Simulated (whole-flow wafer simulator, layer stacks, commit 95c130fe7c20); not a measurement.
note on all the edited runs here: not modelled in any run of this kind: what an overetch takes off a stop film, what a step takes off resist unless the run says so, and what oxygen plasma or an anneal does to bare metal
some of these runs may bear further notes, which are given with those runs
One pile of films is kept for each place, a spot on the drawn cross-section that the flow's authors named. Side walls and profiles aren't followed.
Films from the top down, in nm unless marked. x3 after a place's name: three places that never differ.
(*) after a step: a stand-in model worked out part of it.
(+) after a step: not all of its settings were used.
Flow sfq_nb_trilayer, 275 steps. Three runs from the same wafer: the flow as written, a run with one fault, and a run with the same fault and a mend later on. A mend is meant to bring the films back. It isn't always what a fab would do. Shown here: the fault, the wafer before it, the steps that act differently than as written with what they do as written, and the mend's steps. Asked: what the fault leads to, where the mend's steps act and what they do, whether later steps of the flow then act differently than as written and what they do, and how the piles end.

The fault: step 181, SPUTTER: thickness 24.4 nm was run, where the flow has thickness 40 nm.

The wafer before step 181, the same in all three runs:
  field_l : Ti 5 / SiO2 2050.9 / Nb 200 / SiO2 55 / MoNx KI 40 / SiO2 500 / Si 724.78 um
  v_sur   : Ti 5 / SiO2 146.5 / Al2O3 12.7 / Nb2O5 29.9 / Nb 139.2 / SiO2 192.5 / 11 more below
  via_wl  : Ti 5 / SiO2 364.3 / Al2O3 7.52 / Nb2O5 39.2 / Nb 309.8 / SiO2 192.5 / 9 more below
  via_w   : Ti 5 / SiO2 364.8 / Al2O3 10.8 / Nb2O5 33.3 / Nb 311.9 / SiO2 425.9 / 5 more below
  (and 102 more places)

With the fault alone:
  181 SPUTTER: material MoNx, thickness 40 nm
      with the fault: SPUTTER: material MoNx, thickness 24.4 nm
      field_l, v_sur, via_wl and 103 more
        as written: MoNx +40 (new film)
        with the fault: MoNx +24.4 (new film)
  Later steps of the flow that act differently than as written (11 more steps differ only slightly, by at most 2% or 0.5 nm, whichever is larger, and aren't shown):
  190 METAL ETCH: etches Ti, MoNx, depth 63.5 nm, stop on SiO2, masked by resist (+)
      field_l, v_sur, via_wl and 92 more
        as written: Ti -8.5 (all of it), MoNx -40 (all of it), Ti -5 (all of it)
        with the fault: Ti -8.5 (all of it), MoNx -24.4 (all of it), Ti -5 (all of it)
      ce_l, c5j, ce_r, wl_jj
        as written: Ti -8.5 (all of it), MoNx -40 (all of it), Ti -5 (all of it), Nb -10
        with the fault: Ti -8.5 (all of it), MoNx -24.4 (all of it), Ti -5 (all of it), Nb -25.6
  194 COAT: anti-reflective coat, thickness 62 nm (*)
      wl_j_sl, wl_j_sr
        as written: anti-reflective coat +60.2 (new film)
        with the fault: anti-reflective coat +57.6 (new film)
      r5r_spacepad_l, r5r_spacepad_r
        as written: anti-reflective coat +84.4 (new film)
        with the fault: anti-reflective coat +77.7 (new film)
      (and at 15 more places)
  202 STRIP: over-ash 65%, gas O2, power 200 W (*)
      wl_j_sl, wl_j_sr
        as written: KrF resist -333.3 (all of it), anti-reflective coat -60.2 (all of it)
        with the fault: KrF resist -333.4 (all of it), anti-reflective coat -57.6 (all of it)
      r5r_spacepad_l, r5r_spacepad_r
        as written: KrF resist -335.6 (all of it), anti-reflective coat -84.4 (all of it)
        with the fault: KrF resist -335 (all of it), anti-reflective coat -77.7 (all of it)
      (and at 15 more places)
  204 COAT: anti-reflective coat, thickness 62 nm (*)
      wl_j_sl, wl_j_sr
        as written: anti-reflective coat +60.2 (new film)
        with the fault: anti-reflective coat +57.6 (new film)
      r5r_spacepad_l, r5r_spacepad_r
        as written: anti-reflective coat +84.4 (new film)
        with the fault: anti-reflective coat +77.7 (new film)
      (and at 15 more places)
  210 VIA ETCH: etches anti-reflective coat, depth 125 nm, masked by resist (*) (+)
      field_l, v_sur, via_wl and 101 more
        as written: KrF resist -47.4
        with the fault: KrF resist -48.4
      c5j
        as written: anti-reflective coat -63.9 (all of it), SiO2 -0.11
        with the fault: anti-reflective coat -68.2 (all of it), SiO2 -0.09
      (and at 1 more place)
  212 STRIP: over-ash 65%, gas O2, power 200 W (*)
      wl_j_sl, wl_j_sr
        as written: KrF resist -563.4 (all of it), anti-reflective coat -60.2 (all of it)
        with the fault: KrF resist -562.4 (all of it), anti-reflective coat -57.6 (all of it)
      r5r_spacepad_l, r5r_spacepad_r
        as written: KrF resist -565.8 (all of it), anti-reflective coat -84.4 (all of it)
        with the fault: KrF resist -564 (all of it), anti-reflective coat -77.7 (all of it)
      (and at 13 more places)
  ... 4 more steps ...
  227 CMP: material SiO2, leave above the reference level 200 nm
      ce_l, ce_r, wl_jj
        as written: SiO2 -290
        with the fault: SiO2 -274.4
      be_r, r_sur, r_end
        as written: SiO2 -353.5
        with the fault: SiO2 -337.9
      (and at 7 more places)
  At the end the piles differ from the flow's by more than 2% or 0.5 nm, whichever is larger, at ce_l, c5j, ce_r and 8 more.
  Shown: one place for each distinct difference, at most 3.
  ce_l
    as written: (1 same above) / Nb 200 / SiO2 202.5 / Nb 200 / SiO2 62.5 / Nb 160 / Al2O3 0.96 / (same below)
    with the fault: (1 same above) / Nb 200 / SiO2 218.1 / Nb 200 / SiO2 62.5 / Nb 144.4 / Al2O3 0.96 / (same below)
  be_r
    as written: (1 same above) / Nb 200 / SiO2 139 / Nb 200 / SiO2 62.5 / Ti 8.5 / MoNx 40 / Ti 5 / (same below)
    with the fault: (1 same above) / Nb 200 / SiO2 154.6 / Nb 200 / SiO2 62.5 / Ti 8.5 / MoNx 24.4 / Ti 5 / (same below)
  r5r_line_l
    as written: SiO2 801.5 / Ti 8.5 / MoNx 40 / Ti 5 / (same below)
    with the fault: SiO2 817.1 / Ti 8.5 / MoNx 24.4 / Ti 5 / (same below)

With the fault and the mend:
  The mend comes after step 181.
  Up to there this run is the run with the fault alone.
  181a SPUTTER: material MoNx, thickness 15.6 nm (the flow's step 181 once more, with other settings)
      field_l, v_sur, via_wl and 103 more
        MoNx +15.6
  No later step of the flow acts differently than as written at any place that is followed.
  At the end the piles are the same as the flow's at every place that both follow.
